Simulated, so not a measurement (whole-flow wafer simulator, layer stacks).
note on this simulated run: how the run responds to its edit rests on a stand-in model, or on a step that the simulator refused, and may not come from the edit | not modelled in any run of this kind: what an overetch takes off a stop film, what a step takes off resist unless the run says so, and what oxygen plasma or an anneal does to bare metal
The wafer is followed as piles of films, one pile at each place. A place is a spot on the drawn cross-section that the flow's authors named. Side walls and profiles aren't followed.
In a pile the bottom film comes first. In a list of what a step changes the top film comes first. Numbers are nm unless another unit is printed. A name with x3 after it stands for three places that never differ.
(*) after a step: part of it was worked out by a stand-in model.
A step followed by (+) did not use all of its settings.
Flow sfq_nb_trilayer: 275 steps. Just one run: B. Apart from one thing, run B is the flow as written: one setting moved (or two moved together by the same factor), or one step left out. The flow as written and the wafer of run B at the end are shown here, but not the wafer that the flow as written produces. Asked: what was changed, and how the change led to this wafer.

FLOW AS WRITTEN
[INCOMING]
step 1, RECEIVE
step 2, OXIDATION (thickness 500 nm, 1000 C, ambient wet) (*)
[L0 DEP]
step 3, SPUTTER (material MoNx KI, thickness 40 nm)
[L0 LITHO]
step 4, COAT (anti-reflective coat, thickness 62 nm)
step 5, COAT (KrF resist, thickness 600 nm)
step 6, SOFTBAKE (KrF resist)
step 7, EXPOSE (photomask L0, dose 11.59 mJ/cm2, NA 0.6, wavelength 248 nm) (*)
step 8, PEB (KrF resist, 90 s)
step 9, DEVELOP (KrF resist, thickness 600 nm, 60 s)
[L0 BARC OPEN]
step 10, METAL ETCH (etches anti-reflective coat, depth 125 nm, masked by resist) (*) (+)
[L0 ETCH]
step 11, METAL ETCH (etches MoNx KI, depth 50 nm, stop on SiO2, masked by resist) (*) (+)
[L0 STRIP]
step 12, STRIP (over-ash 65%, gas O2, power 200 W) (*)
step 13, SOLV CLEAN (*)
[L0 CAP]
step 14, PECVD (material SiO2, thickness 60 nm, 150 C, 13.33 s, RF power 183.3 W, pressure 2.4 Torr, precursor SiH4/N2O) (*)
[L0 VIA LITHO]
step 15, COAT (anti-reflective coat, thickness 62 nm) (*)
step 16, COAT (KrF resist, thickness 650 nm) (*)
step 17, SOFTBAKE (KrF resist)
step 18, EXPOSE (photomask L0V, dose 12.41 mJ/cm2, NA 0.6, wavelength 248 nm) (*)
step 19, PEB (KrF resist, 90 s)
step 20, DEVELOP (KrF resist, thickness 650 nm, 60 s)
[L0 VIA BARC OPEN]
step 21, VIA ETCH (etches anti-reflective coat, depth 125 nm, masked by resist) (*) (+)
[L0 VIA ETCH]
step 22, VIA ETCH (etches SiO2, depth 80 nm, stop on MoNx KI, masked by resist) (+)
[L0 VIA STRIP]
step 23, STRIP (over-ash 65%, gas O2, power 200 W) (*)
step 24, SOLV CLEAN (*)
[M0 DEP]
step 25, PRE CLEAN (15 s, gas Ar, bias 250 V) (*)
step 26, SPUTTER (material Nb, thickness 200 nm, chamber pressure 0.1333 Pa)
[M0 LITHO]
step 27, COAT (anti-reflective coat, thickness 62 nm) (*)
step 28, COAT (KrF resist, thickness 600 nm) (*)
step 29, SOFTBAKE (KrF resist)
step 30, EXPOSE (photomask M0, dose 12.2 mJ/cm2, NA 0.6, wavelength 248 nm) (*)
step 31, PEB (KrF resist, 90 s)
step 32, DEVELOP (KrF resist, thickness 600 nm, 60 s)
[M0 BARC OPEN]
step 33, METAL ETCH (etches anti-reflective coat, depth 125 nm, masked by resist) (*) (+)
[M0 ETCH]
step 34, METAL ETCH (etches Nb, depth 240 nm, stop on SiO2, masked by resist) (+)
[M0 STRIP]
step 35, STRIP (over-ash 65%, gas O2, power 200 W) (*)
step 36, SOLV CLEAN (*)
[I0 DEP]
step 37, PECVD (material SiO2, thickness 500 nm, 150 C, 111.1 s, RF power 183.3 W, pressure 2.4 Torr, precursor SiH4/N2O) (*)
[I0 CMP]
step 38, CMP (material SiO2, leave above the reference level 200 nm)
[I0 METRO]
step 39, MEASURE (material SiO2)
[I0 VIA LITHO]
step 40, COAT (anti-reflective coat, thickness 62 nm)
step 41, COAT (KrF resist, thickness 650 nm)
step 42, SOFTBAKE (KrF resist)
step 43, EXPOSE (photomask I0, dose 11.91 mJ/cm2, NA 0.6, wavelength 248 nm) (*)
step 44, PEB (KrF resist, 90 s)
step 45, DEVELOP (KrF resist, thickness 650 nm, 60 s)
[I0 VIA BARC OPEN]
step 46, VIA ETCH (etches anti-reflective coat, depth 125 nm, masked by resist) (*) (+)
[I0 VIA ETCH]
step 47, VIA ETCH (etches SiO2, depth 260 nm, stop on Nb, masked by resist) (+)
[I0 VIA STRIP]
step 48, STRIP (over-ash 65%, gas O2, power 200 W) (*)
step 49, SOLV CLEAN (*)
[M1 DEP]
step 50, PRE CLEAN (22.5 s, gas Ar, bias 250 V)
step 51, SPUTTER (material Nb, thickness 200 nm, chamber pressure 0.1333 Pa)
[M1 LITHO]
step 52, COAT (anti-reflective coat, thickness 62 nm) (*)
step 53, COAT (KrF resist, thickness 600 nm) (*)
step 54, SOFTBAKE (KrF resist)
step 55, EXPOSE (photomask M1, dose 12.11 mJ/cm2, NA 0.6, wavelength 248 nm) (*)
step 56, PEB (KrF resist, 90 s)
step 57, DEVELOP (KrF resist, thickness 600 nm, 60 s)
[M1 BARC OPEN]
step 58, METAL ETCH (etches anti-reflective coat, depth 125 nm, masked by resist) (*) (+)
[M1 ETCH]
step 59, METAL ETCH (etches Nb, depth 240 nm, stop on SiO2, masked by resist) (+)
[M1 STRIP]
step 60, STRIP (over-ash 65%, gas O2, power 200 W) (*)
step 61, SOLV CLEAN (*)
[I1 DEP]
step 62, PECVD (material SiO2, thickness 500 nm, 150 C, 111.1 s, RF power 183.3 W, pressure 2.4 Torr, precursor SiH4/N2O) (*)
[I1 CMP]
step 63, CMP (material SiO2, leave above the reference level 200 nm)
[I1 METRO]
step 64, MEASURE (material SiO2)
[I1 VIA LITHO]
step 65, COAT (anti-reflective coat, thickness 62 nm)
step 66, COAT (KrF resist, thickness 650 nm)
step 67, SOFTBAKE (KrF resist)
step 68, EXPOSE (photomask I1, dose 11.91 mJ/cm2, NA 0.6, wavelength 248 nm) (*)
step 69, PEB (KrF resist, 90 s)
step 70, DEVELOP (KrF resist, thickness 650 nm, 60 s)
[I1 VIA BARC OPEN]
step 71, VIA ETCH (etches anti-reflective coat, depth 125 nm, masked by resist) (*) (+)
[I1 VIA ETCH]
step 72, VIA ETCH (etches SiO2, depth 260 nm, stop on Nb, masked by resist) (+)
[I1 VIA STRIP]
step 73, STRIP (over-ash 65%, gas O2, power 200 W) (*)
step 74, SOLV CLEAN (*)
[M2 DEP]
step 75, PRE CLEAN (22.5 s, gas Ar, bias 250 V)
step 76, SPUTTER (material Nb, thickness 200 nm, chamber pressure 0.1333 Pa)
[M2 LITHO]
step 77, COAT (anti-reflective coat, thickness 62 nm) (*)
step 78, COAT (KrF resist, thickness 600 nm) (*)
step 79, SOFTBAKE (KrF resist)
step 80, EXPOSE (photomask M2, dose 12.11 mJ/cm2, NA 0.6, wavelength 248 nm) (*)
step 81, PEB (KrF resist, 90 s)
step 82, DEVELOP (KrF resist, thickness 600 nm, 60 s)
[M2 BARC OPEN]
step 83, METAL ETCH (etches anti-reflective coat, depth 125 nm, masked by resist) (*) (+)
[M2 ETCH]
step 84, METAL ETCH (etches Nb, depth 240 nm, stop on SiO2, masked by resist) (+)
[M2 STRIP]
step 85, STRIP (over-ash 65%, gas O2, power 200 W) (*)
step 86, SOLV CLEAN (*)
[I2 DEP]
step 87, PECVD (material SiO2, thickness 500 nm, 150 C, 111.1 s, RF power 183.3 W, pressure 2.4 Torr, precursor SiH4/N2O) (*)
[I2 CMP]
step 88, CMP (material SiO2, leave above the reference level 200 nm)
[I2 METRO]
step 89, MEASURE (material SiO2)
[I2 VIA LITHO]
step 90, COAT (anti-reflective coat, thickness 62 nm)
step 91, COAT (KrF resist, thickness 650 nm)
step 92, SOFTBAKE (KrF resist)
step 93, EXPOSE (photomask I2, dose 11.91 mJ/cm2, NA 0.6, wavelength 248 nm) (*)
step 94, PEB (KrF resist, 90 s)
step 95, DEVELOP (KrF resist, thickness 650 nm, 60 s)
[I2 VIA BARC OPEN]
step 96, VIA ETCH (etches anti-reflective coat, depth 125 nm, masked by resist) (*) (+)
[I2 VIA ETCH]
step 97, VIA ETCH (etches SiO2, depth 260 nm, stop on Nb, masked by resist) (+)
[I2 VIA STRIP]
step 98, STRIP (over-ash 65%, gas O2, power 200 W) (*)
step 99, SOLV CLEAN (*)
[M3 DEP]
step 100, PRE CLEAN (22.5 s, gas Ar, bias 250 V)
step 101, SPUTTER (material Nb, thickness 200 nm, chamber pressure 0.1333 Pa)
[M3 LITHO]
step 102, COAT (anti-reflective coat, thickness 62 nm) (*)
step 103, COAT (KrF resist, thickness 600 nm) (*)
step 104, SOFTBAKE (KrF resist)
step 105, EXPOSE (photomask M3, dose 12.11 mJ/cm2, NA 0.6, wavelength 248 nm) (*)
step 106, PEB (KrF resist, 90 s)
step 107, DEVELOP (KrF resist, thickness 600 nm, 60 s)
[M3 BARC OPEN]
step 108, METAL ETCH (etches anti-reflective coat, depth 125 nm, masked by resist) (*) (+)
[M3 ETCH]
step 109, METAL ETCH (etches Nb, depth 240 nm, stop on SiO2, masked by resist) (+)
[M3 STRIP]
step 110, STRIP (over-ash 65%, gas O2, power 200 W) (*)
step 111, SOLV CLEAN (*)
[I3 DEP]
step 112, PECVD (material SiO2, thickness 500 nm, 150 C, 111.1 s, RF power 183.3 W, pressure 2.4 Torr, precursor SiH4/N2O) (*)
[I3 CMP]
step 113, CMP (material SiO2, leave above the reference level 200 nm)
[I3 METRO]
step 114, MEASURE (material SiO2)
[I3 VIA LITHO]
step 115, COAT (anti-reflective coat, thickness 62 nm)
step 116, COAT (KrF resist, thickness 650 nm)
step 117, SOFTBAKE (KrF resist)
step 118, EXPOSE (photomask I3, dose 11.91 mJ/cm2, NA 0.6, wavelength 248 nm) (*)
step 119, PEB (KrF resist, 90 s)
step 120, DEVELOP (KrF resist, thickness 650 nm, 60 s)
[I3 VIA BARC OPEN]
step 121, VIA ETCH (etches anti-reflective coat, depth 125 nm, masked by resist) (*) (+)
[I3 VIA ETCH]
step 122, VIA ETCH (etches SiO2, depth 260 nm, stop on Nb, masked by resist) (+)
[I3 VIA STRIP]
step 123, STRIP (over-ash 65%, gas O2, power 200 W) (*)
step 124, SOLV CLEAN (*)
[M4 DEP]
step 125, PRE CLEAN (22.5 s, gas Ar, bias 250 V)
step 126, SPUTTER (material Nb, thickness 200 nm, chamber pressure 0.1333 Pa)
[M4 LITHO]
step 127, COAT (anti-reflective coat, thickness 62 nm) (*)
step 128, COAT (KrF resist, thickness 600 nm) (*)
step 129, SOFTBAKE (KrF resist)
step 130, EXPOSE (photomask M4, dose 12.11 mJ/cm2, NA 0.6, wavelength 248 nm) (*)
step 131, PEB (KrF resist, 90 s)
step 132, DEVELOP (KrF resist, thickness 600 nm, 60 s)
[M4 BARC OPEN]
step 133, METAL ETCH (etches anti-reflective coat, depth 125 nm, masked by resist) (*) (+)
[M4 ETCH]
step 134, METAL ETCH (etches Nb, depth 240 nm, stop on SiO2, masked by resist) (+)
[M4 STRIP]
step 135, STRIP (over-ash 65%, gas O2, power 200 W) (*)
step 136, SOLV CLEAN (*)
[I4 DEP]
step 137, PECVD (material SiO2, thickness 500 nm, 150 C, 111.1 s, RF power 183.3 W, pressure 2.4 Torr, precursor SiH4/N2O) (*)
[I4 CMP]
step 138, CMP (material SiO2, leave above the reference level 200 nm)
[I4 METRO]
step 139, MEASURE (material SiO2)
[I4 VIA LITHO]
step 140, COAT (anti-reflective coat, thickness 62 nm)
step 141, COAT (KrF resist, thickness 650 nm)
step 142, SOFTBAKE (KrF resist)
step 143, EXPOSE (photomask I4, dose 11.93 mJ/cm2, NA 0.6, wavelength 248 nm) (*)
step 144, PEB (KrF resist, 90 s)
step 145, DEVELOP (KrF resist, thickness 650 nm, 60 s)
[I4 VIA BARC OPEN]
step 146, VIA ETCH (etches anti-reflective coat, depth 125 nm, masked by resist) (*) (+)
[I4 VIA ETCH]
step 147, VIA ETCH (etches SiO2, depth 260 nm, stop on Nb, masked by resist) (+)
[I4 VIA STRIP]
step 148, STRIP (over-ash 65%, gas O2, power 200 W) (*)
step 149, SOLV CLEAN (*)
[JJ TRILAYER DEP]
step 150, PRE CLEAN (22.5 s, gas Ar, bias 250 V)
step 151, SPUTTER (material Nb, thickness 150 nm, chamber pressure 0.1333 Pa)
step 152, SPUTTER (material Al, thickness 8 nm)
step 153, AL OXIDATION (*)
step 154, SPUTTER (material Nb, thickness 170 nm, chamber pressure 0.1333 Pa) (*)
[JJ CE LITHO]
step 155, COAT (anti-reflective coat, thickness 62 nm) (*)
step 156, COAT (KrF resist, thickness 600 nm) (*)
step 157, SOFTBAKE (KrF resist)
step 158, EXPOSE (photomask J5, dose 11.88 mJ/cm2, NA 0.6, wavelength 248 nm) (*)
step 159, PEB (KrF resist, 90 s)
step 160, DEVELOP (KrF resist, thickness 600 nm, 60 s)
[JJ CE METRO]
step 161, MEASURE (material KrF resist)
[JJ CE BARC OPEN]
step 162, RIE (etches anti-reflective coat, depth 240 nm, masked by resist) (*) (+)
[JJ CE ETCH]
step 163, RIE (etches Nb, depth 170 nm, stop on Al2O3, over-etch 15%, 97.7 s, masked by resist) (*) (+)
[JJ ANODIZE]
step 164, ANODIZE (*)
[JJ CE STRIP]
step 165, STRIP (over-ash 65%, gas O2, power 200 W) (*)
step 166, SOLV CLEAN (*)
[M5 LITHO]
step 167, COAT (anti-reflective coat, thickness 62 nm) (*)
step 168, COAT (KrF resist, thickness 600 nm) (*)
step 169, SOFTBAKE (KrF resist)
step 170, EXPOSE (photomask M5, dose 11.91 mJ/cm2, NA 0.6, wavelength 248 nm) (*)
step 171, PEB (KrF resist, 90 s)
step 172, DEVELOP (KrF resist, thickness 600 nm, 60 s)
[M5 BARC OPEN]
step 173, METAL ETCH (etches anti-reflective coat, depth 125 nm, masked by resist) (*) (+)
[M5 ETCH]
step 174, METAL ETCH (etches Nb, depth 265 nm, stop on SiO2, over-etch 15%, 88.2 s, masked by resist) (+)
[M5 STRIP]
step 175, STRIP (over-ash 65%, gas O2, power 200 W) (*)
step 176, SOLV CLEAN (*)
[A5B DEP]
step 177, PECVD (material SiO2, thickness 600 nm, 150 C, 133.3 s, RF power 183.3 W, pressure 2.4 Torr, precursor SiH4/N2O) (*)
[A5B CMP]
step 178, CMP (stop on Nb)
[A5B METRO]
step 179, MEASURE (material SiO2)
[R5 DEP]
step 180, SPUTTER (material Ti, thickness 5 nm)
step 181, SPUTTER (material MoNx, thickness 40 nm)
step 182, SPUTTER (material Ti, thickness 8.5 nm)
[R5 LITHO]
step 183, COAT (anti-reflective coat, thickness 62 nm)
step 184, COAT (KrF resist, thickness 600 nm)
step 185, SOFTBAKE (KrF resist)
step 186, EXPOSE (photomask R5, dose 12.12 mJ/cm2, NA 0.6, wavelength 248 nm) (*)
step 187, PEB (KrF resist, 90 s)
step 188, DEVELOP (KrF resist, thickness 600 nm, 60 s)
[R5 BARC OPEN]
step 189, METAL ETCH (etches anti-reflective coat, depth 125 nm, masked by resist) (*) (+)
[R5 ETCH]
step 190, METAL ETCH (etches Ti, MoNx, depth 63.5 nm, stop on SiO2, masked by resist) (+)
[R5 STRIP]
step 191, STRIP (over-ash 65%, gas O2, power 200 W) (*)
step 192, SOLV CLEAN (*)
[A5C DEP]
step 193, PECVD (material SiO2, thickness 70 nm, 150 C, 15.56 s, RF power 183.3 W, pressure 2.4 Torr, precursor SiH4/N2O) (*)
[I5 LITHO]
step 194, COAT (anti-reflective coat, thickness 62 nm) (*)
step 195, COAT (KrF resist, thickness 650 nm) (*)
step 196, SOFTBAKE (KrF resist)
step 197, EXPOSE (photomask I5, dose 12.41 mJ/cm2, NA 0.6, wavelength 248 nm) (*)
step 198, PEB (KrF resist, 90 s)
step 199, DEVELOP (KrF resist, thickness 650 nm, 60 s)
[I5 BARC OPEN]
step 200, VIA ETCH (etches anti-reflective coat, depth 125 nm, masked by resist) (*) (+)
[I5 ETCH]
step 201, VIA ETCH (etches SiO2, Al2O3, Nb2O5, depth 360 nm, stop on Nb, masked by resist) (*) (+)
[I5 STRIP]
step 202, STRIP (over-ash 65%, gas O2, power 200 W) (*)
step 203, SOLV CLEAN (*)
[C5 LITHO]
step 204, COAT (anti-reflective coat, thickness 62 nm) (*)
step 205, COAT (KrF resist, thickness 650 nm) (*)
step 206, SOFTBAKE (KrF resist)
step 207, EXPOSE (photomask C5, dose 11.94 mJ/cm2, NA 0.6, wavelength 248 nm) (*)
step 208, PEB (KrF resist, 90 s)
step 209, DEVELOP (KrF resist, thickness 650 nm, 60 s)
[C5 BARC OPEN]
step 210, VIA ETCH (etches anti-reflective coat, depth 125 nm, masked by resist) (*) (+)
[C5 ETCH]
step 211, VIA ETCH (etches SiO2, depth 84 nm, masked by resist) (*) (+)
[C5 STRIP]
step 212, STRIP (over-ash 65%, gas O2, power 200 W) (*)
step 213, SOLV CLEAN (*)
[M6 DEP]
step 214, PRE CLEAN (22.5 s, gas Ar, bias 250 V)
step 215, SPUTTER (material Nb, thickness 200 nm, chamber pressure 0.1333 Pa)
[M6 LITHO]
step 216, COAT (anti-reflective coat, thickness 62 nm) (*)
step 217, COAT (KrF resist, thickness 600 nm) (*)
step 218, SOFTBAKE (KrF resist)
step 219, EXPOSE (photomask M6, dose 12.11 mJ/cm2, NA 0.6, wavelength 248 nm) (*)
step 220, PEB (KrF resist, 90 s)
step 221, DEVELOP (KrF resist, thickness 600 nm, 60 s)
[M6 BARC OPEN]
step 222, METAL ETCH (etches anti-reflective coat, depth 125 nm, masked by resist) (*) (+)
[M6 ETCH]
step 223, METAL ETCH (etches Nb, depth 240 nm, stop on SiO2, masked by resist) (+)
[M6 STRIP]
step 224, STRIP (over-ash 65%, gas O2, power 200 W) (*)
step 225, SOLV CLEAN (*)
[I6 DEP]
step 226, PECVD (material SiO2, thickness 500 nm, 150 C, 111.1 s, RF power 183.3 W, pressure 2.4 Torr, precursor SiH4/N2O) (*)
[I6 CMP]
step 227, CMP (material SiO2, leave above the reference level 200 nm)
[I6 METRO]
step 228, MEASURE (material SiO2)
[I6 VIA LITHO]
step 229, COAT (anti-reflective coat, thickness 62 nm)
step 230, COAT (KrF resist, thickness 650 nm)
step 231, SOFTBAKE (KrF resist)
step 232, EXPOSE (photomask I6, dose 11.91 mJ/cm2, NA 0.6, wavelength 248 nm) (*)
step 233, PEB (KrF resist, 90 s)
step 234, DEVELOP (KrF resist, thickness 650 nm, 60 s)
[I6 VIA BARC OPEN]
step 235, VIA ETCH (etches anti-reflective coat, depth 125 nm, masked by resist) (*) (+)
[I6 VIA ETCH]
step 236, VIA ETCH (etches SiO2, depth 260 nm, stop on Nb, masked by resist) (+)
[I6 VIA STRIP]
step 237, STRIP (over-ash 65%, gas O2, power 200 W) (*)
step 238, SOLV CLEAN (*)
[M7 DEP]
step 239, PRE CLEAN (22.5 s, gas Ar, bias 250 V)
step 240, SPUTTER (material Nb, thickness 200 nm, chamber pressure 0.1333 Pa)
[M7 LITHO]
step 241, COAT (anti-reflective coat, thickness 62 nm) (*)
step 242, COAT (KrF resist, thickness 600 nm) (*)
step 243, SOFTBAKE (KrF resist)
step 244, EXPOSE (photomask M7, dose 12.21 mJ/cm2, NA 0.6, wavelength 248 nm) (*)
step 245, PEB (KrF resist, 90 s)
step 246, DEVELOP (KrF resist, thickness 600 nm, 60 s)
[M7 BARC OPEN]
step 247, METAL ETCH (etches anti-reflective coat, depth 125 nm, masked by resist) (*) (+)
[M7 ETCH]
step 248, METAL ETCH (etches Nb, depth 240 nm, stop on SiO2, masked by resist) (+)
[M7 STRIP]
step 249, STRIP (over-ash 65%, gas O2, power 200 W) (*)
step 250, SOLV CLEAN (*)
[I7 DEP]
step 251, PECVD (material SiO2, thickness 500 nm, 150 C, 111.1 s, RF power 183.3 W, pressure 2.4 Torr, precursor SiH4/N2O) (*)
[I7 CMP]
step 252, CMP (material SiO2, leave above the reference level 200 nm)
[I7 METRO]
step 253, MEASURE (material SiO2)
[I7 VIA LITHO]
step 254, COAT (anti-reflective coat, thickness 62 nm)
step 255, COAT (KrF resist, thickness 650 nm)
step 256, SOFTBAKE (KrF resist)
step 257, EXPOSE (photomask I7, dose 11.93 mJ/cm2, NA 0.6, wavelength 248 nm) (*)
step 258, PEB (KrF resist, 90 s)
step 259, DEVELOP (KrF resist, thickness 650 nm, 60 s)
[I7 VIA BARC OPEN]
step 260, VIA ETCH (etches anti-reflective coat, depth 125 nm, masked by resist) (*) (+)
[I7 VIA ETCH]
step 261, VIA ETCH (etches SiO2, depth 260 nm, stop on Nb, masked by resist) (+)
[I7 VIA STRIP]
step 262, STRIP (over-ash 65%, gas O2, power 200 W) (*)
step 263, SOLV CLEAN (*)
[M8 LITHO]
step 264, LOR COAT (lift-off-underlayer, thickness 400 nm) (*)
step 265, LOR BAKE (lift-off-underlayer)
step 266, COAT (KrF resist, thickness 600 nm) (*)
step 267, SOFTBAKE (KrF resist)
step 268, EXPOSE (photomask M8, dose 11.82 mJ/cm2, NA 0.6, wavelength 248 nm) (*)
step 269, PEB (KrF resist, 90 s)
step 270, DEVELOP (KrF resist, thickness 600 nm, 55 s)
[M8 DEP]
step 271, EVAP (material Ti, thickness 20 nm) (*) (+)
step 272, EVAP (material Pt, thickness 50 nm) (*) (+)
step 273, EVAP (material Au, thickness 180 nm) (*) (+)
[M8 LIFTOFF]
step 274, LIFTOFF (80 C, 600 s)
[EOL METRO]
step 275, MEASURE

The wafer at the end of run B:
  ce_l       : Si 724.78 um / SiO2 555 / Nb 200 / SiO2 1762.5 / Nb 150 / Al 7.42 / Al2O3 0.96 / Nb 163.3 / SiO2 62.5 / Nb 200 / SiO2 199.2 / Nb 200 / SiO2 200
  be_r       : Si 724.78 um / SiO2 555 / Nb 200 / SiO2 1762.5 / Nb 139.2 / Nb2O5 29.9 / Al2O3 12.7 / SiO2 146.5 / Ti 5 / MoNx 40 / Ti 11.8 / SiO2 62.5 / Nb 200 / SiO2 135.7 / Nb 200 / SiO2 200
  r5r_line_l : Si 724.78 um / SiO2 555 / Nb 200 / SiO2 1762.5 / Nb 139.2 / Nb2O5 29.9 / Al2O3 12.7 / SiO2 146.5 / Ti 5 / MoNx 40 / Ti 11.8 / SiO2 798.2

The reason: step 182, SPUTTER: thickness 11.8 nm was run, while the flow as written has thickness 8.5 nm.
One can read it off the wafer: be_r has Ti 11.8, and step 182 as written asks for 8.5 nm.

The path from the change to this, step by step:
  step 182, SPUTTER (material Ti, thickness 8.5 nm)
      field_l, v_sur, via_wl and 103 more: Ti gains 11.8 (new film) (as written it would have been: Ti gains 8.5 (new film))
  step 190, METAL ETCH (etches Ti, MoNx, depth 63.5 nm, stop on SiO2, masked by resist) (+)
      field_l, v_sur, via_wl and 92 more: Ti loses 11.8 (all of it), MoNx loses 40 (all of it), Ti loses 5 (all of it) (as written it would have been: Ti loses 8.5 (all of it), MoNx loses 40 (all of it), Ti loses 5 (all of it))
      ce_l, c5j, ce_r, wl_jj: Ti loses 11.8 (all of it), MoNx loses 40 (all of it), Ti loses 5 (all of it), Nb loses 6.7 (as written it would have been: Ti loses 8.5 (all of it), MoNx loses 40 (all of it), Ti loses 5 (all of it), Nb loses 10)
  step 194, COAT (anti-reflective coat, thickness 62 nm) (*)
      ce_l: anti-reflective coat gains 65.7 (new film) (as written it would have been: anti-reflective coat gains 67.2 (new film))
      ce_r: anti-reflective coat gains 66.5 (new film) (as written it would have been: anti-reflective coat gains 68.1 (new film))
  step 202, STRIP (over-ash 65%, gas O2, power 200 W) (*)
      ce_l: KrF resist loses 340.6 (all of it), anti-reflective coat loses 65.7 (all of it) (as written it would have been: KrF resist loses 341.5 (all of it), anti-reflective coat loses 67.2 (all of it))
      ce_r: KrF resist loses 345.6 (all of it), anti-reflective coat loses 66.5 (all of it) (as written it would have been: KrF resist loses 346.1 (all of it), anti-reflective coat loses 68.1 (all of it))
  step 204, COAT (anti-reflective coat, thickness 62 nm) (*)
      ce_l: anti-reflective coat gains 64.6 (new film) (as written it would have been: anti-reflective coat gains 66 (new film))
      ce_r: anti-reflective coat gains 65.6 (new film) (as written it would have been: anti-reflective coat gains 67.2 (new film))
  step 212, STRIP (over-ash 65%, gas O2, power 200 W) (*)
      ce_l: KrF resist loses 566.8 (all of it), anti-reflective coat loses 64.6 (all of it) (as written it would have been: KrF resist loses 567.4 (all of it), anti-reflective coat loses 66 (all of it))
      ce_r: KrF resist loses 573.5 (all of it), anti-reflective coat loses 65.6 (all of it) (as written it would have been: KrF resist loses 573.7 (all of it), anti-reflective coat loses 67.2 (all of it))
  step 216, COAT (anti-reflective coat, thickness 62 nm) (*)
      ce_l: anti-reflective coat gains 47 (new film) (as written it would have been: anti-reflective coat gains 48 (new film))
      ce_r: anti-reflective coat gains 47.7 (new film) (as written it would have been: anti-reflective coat gains 48.8 (new film))
      (and at 1 other place as well)
  step 224, STRIP (over-ash 65%, gas O2, power 200 W) (*)
      ce_l: KrF resist loses 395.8 (all of it), anti-reflective coat loses 47 (all of it) (as written it would have been: KrF resist loses 397.1 (all of it), anti-reflective coat loses 48 (all of it))
      ce_r: KrF resist loses 402.7 (all of it), anti-reflective coat loses 47.7 (all of it) (as written it would have been: KrF resist loses 403.5 (all of it), anti-reflective coat loses 48.8 (all of it))
      (and at 1 other place as well)
  step 227, CMP (material SiO2, leave above the reference level 200 nm)
      r5r_line_l, r5r_spacepad_l, r5r_spacepad_r, r5r_line_c, r5r_line_r: SiO2 loses 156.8 (as written it would have been: SiO2 loses 153.5)
